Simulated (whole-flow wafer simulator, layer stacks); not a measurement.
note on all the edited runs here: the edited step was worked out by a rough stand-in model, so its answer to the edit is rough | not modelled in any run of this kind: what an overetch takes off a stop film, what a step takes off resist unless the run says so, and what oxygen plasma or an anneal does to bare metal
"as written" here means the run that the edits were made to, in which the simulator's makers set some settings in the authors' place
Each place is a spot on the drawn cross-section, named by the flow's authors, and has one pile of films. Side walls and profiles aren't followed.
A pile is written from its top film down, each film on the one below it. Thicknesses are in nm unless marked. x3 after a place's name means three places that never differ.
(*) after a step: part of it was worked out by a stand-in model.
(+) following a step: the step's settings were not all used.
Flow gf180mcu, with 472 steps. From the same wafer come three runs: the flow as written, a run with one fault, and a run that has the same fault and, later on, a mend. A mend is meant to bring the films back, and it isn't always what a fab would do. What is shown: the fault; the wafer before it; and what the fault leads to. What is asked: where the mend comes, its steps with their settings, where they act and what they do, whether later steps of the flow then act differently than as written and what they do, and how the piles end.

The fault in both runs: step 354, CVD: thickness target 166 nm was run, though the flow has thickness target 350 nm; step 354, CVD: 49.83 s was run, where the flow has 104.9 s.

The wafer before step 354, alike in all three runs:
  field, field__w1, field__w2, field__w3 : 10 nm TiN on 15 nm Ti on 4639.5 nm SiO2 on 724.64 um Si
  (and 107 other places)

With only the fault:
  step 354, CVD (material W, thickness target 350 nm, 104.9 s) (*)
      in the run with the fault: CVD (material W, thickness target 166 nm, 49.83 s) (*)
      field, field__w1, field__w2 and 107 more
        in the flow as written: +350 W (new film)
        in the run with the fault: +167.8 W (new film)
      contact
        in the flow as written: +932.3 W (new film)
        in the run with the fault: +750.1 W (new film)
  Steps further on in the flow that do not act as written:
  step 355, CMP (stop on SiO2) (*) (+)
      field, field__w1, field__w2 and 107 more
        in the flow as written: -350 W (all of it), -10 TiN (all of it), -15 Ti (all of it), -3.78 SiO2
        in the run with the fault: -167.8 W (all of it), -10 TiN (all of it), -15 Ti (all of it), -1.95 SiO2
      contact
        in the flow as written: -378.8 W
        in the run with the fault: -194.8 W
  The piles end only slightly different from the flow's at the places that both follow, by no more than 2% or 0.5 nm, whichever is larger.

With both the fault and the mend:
  The mend follows step 354.
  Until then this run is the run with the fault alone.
  step 354a, CVD (material W, thickness target 184 nm, 55.15 s) (the flow's step 354 again, with other settings)
      field, field__w1, field__w2 and 108 more
        +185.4 W
  Every later step of the flow that is run acts as written, at every place that is followed, to within 2% or 0.5 nm, whichever is larger.
  The piles end only slightly different from the flow's at the places that both follow, by no more than 2% or 0.5 nm, whichever is larger.
